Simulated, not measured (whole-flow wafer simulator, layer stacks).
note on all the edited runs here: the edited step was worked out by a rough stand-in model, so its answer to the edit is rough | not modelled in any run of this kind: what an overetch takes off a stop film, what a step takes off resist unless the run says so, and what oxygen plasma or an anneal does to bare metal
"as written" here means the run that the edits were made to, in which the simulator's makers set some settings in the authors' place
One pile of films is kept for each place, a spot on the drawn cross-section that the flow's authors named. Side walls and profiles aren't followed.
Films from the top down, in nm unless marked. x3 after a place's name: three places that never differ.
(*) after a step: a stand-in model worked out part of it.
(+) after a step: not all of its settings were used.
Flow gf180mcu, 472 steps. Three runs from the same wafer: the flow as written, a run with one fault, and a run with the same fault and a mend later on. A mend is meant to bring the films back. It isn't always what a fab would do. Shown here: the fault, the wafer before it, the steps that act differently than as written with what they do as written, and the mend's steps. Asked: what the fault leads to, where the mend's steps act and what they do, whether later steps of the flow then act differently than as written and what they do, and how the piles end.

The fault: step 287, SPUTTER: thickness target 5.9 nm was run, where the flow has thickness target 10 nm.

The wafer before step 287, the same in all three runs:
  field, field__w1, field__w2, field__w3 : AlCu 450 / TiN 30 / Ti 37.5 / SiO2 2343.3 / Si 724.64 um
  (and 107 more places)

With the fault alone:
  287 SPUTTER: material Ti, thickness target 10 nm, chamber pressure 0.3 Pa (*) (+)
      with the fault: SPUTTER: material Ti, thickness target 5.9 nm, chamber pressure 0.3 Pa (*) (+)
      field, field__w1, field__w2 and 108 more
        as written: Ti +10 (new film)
        with the fault: Ti +5.9 (new film)
  Later steps of the flow that act differently than as written (5 more steps differ only slightly, by at most 2% or 0.5 nm, whichever is larger, and aren't shown):
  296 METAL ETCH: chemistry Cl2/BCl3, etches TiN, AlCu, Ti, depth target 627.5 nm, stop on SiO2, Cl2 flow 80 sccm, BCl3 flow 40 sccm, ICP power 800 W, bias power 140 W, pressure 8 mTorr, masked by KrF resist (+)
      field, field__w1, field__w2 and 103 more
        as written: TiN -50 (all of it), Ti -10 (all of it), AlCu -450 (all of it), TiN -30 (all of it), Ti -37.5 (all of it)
        with the fault: TiN -50 (all of it), Ti -5.9 (all of it), AlCu -450 (all of it), TiN -30 (all of it), Ti -37.5 (all of it)
  At the end the piles differ from the flow's by more than 2% or 0.5 nm, whichever is larger, at field__w8, contact, m1, m1__w1, m1_nw.
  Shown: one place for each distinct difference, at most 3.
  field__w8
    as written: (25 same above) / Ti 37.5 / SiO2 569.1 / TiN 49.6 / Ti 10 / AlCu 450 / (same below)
    with the fault: (25 same above) / Ti 37.5 / SiO2 573.2 / TiN 49.6 / Ti 5.9 / AlCu 450 / (same below)
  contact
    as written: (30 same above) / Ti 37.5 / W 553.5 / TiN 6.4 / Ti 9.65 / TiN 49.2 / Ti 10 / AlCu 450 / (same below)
    with the fault: (30 same above) / Ti 37.5 / W 557.6 / TiN 6.39 / Ti 9.63 / TiN 49.2 / Ti 5.9 / AlCu 450 / (same below)

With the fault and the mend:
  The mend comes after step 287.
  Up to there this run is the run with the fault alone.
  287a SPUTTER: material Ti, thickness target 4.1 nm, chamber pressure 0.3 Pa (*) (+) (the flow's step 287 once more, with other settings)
      field, field__w1, field__w2 and 108 more
        Ti +4.1
  No later step of the flow acts differently than as written at any place that is followed.
  At the end the piles are the same as the flow's at every place that both follow.
